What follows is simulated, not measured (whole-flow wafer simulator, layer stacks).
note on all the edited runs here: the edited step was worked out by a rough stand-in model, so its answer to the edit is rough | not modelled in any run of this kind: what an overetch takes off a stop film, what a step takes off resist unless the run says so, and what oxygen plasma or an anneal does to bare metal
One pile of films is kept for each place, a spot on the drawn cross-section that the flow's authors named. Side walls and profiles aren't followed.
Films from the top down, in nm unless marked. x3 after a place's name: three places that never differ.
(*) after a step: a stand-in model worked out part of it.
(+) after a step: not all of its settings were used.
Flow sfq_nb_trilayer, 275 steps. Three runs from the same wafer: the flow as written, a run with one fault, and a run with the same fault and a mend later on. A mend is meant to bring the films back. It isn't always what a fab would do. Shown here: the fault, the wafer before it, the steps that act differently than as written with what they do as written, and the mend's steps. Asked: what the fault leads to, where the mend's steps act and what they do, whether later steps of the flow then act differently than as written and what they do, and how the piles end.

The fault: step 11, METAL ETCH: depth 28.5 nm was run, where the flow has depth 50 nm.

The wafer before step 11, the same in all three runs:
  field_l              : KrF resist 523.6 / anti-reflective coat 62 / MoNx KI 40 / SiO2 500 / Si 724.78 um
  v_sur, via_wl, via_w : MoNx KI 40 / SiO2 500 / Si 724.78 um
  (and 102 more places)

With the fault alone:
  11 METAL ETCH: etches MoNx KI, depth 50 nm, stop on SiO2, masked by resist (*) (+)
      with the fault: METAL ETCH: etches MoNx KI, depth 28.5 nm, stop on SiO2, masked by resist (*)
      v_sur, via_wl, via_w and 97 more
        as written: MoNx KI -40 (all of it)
        with the fault: MoNx KI -28.5
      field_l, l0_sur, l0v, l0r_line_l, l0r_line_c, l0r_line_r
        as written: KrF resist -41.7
        with the fault: KrF resist -23.8
  Later steps of the flow that act differently than as written (8 more steps differ only slightly, by at most 2% or 0.5 nm, whichever is larger, and aren't shown):
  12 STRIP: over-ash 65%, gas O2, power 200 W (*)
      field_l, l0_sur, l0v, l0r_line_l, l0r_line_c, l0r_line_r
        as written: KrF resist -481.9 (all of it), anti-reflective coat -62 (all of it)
        with the fault: KrF resist -499.8 (all of it), anti-reflective coat -62 (all of it)
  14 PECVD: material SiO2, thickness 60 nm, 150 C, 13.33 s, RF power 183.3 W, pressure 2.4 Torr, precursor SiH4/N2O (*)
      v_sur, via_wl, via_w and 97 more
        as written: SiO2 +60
        with the fault: SiO2 +60 (new film)
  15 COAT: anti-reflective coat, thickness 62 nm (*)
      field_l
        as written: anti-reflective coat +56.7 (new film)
        with the fault: anti-reflective coat +58.1 (new film)
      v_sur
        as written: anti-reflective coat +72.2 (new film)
        with the fault: anti-reflective coat +69.3 (new film)
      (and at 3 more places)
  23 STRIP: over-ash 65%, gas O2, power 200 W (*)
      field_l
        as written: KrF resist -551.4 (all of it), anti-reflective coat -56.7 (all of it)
        with the fault: KrF resist -553.9 (all of it), anti-reflective coat -58.1 (all of it)
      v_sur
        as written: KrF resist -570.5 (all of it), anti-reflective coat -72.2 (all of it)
        with the fault: KrF resist -567.2 (all of it), anti-reflective coat -69.3 (all of it)
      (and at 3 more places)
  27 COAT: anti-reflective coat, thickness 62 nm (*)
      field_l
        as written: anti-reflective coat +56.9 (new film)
        with the fault: anti-reflective coat +58.2 (new film)
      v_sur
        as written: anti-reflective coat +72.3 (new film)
        with the fault: anti-reflective coat +69.5 (new film)
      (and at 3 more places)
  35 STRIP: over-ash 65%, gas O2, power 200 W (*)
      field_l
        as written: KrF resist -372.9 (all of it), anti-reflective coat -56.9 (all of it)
        with the fault: KrF resist -375.6 (all of it), anti-reflective coat -58.2 (all of it)
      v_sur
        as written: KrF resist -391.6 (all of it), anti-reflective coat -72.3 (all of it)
        with the fault: KrF resist -388.8 (all of it), anti-reflective coat -69.5 (all of it)
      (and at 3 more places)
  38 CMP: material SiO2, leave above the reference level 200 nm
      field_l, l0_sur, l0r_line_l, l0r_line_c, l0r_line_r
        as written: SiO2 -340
        with the fault: SiO2 -328.5
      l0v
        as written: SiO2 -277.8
        with the fault: SiO2 -266.3
  At the end the piles differ from the flow's by more than 2% or 0.5 nm, whichever is larger, at v_sur, via_wl, via_w and 97 more.
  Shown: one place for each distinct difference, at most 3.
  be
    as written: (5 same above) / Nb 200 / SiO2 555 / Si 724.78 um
    with the fault: (5 same above) / Nb 200 / SiO2 55 / MoNx KI 11.5 / SiO2 500 / Si 724.78 um
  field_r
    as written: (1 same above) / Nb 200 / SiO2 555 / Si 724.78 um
    with the fault: (1 same above) / Nb 200 / SiO2 55 / MoNx KI 11.5 / SiO2 500 / Si 724.78 um
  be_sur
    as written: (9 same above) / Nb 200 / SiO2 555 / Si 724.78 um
    with the fault: (9 same above) / Nb 200 / SiO2 55 / MoNx KI 11.5 / SiO2 500 / Si 724.78 um

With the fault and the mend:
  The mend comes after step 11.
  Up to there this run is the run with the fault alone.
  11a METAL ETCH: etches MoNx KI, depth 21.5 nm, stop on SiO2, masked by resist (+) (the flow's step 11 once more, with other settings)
      v_sur, via_wl, via_w and 97 more
        MoNx KI -11.5 (all of it)
      field_l, l0_sur, l0v, l0r_line_l, l0r_line_c, l0r_line_r
        KrF resist -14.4
  No later step of the flow acts differently than as written, at any place that is followed, by more than 2% or 0.5 nm, whichever is larger.
  At the end the piles are the same as the flow's at every place that both follow.
